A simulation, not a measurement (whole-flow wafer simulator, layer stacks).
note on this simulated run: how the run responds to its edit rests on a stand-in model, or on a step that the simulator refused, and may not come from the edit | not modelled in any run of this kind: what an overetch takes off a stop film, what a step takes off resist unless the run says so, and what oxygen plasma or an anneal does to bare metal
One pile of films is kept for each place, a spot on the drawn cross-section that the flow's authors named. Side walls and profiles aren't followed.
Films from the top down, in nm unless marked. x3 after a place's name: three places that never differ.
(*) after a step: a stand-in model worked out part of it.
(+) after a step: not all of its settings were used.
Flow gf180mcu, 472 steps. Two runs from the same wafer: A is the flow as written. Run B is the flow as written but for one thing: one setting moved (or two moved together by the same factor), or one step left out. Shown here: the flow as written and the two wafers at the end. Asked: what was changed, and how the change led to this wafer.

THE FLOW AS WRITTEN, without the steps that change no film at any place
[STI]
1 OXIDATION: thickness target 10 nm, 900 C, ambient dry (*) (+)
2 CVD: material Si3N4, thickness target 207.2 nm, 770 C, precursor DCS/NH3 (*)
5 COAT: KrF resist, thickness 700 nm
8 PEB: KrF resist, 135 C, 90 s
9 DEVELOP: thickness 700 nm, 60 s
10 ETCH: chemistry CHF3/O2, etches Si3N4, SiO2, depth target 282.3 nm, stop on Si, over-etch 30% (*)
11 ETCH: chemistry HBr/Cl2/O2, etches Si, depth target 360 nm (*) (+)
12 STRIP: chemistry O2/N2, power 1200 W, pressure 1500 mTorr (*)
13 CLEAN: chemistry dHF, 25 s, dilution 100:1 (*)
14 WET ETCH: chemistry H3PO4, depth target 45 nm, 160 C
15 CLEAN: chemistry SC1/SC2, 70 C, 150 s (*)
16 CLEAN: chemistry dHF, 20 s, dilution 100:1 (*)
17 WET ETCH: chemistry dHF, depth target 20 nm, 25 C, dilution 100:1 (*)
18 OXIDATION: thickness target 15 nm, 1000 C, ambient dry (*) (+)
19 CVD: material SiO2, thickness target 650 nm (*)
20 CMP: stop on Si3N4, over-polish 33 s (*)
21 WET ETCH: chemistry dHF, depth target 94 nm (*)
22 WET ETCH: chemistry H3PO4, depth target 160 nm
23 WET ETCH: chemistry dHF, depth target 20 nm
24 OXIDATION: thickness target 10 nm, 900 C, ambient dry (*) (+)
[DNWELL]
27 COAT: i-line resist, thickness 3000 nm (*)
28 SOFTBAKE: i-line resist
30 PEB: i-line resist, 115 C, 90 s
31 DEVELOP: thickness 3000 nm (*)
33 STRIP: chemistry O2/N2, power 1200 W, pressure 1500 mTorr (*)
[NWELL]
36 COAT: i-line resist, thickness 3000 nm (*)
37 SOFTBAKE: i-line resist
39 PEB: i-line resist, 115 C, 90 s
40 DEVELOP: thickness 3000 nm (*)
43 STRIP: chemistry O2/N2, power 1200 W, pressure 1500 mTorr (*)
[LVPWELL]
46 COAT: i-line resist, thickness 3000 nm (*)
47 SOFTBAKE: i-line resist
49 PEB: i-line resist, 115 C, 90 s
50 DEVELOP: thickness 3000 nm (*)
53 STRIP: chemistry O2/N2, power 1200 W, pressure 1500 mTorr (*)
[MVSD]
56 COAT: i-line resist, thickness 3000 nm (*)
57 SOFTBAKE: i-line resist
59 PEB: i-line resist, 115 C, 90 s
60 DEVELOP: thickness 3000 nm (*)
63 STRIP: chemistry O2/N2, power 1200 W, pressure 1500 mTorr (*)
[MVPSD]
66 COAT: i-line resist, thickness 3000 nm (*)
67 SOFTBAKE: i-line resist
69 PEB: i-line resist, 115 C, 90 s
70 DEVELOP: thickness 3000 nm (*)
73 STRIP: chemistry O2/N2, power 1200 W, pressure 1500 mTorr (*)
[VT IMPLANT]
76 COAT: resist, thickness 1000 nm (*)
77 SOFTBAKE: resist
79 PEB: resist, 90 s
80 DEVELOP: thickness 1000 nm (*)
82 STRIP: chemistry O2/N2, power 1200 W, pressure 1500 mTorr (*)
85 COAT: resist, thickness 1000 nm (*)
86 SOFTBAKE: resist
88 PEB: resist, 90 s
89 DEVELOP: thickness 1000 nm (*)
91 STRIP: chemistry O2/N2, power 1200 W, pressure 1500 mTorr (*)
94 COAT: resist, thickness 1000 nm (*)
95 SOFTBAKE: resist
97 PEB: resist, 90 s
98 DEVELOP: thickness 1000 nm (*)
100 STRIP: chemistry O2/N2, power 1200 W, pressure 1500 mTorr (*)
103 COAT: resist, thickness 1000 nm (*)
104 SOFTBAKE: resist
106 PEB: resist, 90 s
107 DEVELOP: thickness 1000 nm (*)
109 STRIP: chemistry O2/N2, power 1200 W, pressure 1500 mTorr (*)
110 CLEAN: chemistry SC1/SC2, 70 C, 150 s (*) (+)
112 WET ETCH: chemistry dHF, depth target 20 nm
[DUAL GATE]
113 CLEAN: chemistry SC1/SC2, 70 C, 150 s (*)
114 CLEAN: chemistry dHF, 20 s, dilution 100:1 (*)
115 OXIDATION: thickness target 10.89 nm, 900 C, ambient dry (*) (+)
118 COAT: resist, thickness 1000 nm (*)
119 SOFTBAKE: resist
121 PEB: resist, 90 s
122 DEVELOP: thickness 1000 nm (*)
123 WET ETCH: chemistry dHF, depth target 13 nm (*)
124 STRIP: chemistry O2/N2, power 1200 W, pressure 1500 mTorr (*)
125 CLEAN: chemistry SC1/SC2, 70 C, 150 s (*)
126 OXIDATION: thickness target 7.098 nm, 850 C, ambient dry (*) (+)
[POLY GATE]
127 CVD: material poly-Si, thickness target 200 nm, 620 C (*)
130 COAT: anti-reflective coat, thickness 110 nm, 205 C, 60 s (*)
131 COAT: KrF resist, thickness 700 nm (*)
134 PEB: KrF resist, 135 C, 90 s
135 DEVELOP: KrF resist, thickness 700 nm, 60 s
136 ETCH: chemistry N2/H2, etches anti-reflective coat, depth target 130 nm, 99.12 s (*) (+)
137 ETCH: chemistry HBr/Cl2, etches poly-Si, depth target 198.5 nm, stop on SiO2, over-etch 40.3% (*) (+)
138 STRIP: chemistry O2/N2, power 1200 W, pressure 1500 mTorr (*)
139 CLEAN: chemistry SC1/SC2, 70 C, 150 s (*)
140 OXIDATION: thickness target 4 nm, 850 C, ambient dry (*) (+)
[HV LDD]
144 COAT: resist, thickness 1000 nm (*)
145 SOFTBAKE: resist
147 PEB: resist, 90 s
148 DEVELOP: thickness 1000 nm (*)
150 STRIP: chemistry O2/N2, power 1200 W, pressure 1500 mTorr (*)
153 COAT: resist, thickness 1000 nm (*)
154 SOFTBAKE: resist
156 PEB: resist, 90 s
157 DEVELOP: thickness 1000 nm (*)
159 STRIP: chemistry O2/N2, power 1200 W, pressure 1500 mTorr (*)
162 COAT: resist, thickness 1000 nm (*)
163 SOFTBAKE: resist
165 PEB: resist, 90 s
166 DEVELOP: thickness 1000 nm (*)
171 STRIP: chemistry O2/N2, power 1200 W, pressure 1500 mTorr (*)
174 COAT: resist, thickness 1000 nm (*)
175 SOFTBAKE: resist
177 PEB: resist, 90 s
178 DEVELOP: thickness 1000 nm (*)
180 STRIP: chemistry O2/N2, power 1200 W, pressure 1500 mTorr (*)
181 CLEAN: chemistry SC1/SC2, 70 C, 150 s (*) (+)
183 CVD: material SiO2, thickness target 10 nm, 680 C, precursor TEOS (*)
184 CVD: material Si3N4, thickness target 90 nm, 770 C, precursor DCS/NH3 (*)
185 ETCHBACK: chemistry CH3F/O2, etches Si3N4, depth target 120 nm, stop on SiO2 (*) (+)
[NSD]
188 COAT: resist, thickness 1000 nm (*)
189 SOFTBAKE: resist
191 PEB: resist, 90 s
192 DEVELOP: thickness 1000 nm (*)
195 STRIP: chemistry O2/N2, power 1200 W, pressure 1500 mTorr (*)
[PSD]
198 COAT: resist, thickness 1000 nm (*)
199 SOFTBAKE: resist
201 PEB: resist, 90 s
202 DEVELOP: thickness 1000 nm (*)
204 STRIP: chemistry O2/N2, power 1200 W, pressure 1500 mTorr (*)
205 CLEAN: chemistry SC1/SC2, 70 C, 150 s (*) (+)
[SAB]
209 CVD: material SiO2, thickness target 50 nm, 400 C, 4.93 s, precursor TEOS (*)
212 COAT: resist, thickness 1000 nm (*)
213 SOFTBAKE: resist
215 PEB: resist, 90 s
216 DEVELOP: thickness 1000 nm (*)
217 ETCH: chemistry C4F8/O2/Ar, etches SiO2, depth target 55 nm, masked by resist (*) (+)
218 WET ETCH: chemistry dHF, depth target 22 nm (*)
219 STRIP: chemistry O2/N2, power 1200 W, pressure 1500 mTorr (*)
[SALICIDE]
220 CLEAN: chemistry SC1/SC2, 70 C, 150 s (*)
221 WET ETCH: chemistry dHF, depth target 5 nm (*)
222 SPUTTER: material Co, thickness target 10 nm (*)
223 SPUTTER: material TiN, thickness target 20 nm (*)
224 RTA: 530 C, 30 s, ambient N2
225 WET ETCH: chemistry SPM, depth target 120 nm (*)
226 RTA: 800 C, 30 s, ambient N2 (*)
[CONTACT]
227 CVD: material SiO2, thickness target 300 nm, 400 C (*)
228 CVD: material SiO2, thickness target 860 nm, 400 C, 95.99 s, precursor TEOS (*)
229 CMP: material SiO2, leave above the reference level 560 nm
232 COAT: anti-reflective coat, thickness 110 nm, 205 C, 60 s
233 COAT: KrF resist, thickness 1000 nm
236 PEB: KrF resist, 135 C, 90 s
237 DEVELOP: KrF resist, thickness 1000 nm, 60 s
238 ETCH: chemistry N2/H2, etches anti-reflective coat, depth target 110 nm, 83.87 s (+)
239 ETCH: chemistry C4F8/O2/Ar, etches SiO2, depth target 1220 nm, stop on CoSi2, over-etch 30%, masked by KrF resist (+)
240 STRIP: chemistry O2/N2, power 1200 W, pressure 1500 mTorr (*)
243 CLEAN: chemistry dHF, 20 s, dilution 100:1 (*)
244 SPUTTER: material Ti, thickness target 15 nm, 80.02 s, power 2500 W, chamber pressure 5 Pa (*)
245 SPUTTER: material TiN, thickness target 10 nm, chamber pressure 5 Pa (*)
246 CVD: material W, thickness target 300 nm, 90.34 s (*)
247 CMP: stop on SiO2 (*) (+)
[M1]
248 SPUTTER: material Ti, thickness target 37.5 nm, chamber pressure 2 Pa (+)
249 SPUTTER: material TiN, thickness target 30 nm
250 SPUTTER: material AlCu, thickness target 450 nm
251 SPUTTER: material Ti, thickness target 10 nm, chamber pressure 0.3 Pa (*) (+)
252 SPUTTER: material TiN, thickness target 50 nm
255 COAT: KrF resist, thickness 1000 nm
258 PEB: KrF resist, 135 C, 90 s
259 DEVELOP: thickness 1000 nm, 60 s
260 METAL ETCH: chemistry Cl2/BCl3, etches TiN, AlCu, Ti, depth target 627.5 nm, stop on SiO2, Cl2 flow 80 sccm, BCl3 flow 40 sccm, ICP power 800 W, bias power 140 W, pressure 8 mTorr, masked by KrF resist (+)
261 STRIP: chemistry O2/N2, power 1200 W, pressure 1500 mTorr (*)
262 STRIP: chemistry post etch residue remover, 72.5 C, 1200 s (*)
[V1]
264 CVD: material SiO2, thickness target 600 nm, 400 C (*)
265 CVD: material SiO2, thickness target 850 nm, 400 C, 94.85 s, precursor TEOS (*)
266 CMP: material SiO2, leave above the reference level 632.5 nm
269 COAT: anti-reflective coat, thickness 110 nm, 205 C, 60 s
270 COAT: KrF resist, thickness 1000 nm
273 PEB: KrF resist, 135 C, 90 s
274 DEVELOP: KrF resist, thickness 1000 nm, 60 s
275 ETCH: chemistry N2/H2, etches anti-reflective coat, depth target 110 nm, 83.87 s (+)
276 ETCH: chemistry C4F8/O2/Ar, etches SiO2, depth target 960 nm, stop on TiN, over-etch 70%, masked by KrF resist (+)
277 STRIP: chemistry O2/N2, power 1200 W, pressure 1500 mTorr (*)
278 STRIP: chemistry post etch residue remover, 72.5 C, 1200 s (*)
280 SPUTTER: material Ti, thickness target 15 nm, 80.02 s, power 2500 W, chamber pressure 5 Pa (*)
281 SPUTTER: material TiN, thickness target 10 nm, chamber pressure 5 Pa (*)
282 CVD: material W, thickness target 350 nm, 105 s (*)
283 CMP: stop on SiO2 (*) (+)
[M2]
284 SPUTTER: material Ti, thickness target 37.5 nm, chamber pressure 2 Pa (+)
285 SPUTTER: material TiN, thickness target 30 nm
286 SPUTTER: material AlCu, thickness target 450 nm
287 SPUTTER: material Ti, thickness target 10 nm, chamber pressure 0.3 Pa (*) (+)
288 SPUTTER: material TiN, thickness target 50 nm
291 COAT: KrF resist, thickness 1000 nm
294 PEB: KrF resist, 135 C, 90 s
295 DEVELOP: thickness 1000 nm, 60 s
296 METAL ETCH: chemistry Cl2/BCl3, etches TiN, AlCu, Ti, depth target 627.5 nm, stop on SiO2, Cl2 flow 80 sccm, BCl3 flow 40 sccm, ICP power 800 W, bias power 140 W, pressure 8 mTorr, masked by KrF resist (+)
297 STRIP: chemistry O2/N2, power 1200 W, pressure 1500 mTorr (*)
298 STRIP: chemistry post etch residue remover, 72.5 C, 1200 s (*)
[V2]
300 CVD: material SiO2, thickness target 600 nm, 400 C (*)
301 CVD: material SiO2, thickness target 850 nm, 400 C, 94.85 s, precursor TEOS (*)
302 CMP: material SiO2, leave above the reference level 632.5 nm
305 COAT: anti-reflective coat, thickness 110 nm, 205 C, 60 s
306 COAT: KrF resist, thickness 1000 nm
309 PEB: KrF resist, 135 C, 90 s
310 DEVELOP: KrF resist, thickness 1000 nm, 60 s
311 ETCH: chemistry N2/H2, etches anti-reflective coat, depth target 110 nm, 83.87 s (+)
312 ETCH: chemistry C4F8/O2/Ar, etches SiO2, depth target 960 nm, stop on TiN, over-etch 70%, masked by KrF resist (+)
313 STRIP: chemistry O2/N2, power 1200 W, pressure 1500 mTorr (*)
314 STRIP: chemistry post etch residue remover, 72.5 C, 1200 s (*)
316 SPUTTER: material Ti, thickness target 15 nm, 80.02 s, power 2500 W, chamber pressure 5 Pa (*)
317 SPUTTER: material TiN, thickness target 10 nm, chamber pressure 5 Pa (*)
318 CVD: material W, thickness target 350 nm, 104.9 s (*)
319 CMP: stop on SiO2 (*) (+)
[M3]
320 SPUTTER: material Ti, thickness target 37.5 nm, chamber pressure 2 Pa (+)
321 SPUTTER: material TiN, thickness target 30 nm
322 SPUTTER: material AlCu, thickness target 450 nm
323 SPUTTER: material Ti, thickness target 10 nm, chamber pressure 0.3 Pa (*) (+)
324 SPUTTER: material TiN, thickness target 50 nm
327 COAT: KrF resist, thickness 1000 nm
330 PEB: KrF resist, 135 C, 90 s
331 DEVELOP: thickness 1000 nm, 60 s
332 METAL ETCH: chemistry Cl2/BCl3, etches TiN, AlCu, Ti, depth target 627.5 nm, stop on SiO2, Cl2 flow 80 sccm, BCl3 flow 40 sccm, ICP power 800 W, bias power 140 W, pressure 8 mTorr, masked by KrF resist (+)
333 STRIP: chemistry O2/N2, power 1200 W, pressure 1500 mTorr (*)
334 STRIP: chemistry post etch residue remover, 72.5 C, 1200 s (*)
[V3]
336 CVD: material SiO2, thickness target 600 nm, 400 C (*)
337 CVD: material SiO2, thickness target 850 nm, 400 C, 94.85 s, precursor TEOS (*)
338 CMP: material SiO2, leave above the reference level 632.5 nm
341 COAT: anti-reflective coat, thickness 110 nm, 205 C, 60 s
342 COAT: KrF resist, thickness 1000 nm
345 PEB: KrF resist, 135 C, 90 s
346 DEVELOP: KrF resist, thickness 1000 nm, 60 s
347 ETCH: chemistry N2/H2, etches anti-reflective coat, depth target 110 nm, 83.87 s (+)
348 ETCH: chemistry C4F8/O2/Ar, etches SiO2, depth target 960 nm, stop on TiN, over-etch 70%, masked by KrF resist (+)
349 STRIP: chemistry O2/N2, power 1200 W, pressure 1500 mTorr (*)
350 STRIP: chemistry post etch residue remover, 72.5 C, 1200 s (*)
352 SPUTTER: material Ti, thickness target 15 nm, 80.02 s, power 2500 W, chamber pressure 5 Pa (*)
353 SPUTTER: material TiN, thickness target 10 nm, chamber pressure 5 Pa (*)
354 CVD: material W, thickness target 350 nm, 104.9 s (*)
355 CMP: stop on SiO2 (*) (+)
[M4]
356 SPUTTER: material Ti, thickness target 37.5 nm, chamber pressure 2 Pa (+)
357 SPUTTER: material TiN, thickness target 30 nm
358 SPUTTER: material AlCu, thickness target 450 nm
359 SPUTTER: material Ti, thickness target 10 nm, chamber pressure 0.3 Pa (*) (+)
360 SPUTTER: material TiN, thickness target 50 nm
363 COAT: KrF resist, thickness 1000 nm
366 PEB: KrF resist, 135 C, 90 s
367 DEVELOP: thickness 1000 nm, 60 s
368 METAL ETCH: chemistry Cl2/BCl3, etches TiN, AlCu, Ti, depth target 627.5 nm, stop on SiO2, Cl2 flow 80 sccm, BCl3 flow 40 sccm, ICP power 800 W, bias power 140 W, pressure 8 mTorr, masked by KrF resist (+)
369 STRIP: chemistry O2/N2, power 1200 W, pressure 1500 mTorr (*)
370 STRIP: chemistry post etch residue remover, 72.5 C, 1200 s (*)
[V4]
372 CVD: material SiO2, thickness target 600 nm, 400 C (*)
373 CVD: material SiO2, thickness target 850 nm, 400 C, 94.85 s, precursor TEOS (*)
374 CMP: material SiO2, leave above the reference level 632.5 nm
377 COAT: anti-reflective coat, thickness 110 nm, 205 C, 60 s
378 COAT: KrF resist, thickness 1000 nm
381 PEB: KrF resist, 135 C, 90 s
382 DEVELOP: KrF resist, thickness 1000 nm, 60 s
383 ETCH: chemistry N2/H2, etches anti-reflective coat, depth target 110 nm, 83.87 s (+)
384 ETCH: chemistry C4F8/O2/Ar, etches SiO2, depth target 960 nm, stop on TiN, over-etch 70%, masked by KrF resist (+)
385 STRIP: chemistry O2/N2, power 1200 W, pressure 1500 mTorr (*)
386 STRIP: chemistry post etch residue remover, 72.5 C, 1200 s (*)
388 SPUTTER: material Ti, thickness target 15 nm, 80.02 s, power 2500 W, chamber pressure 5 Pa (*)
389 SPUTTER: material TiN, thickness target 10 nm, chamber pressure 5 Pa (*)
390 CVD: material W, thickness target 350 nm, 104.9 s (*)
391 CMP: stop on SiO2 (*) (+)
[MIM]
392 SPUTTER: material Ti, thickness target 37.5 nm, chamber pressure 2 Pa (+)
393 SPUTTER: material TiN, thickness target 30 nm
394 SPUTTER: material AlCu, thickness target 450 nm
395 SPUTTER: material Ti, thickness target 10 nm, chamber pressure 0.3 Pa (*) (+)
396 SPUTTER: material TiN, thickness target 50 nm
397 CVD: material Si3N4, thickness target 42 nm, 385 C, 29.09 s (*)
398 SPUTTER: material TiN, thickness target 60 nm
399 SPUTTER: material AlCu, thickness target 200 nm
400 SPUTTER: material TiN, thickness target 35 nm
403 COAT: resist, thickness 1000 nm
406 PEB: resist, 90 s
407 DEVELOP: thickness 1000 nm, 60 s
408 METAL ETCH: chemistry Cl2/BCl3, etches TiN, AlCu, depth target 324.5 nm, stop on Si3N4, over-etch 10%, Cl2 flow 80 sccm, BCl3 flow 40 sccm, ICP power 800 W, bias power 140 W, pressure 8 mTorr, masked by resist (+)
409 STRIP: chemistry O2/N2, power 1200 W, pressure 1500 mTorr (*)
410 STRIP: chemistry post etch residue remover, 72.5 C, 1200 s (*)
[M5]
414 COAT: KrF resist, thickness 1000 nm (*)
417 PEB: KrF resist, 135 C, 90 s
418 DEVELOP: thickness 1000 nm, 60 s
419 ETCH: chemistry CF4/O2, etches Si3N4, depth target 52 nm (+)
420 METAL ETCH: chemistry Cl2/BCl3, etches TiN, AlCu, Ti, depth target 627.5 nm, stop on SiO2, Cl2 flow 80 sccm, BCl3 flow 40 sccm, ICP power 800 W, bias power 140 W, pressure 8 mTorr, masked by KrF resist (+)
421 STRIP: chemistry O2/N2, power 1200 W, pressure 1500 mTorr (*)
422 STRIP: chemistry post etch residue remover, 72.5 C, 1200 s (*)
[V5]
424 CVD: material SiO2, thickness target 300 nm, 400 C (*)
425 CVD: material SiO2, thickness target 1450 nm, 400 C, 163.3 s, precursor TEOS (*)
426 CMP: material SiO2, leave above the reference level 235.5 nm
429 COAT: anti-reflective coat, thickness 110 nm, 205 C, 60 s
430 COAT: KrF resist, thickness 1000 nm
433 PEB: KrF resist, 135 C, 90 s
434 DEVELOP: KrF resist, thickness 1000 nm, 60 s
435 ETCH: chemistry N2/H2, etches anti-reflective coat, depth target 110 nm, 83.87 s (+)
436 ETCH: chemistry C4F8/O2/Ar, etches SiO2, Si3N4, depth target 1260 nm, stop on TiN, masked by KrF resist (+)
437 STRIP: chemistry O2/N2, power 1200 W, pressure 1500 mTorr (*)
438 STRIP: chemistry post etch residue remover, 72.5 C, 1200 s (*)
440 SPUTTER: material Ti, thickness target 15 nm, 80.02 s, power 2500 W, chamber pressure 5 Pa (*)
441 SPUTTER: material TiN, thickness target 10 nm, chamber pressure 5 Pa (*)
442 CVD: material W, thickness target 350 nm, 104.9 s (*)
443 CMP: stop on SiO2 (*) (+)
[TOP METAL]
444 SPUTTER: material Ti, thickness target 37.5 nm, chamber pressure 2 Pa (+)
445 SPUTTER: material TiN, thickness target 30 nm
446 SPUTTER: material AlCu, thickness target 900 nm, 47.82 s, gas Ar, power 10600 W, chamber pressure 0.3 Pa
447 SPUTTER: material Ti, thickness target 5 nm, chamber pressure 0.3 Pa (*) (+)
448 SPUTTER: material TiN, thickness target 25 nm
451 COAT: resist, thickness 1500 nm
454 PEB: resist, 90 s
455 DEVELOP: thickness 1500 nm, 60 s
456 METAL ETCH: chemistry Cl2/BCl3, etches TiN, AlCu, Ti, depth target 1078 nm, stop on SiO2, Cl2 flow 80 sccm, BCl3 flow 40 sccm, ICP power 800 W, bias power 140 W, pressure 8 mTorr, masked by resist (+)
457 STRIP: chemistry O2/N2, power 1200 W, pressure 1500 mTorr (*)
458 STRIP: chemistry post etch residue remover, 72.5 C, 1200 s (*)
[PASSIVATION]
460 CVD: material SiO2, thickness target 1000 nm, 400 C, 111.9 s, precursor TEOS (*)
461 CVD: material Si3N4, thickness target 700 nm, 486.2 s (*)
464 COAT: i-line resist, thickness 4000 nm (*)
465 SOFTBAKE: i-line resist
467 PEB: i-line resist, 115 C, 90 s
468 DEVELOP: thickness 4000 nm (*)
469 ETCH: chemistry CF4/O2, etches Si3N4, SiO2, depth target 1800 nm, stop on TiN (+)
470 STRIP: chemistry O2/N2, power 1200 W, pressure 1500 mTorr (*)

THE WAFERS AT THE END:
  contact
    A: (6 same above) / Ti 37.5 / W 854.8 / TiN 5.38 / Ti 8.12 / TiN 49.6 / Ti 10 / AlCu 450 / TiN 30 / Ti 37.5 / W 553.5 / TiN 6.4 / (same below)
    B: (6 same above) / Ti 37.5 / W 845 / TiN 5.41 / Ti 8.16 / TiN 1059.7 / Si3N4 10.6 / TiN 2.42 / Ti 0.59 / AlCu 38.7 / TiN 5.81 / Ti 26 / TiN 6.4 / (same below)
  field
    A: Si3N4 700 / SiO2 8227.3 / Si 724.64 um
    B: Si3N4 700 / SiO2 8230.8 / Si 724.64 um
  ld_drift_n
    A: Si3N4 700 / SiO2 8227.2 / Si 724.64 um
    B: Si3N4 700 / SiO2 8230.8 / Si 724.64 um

The cause: step 390, CVD: material W, thickness target 350 nm, 104.9 s (*), was left out.

How the change led to this, step by step:
  391 CMP: stop on SiO2 (*) (+)
      field, field__w1, field__w2 and 107 more: A W -350 (all of it), TiN -10 (all of it), Ti -15 (all of it), SiO2 -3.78 | B TiN -10 (all of it), Ti -15 (all of it), SiO2 -0.25
      contact: A W -378.8 | B nothing
  392 SPUTTER: material Ti, thickness target 37.5 nm, chamber pressure 2 Pa (+)
      contact: A Ti +37.5 (new film) | B Ti +26 (new film)
  393 SPUTTER: material TiN, thickness target 30 nm
      contact: A TiN +30 (new film) | B TiN +5.81 (new film)
  394 SPUTTER: material AlCu, thickness target 450 nm
      contact: A AlCu +450 (new film) | B AlCu +38.7 (new film)
  395 SPUTTER: material Ti, thickness target 10 nm, chamber pressure 0.3 Pa (*) (+)
      contact: A Ti +10 (new film) | B Ti +0.59 (new film)
  396 SPUTTER: material TiN, thickness target 50 nm
      contact: A TiN +50 (new film) | B TiN +2.42 (new film)
  397 CVD: material Si3N4, thickness target 42 nm, 385 C, 29.09 s (*)
      contact: A Si3N4 +42 (new film) | B Si3N4 +10.6 (new film)
  398 SPUTTER: material TiN, thickness target 60 nm
      contact: A TiN +60 (new film) | B TiN +1150.5 (new film)
  408 METAL ETCH: chemistry Cl2/BCl3, etches TiN, AlCu, depth target 324.5 nm, stop on Si3N4, over-etch 10%, Cl2 flow 80 sccm, BCl3 flow 40 sccm, ICP power 800 W, bias power 140 W, pressure 8 mTorr, masked by resist (+)
      contact: A TiN -35 (all of it), AlCu -200 (all of it), TiN -60 (all of it) | B TiN -35 (all of it), AlCu -200 (all of it), TiN -89.5
  414 COAT: KrF resist, thickness 1000 nm (*)
      contact: A KrF resist +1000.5 (new film) | B KrF resist +1029.7 (new film)
  421 STRIP: chemistry O2/N2, power 1200 W, pressure 1500 mTorr (*)
      contact: A KrF resist -693.2 (all of it) | B KrF resist -722.2 (all of it)
  426 CMP: material SiO2, leave above the reference level 235.5 nm
      contact: A SiO2 -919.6 | B SiO2 -888.1
  436 ETCH: chemistry C4F8/O2/Ar, etches SiO2, Si3N4, depth target 1260 nm, stop on TiN, masked by KrF resist (+)
      contact: A SiO2 -829.5 (all of it), Si3N4 -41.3 (all of it) | B SiO2 -861.1 (all of it)
Counting metal films that touch as one body, contact has 2 bodies (between them, from the top down: Si3N4 10.6); the flow as written gives 1 body.
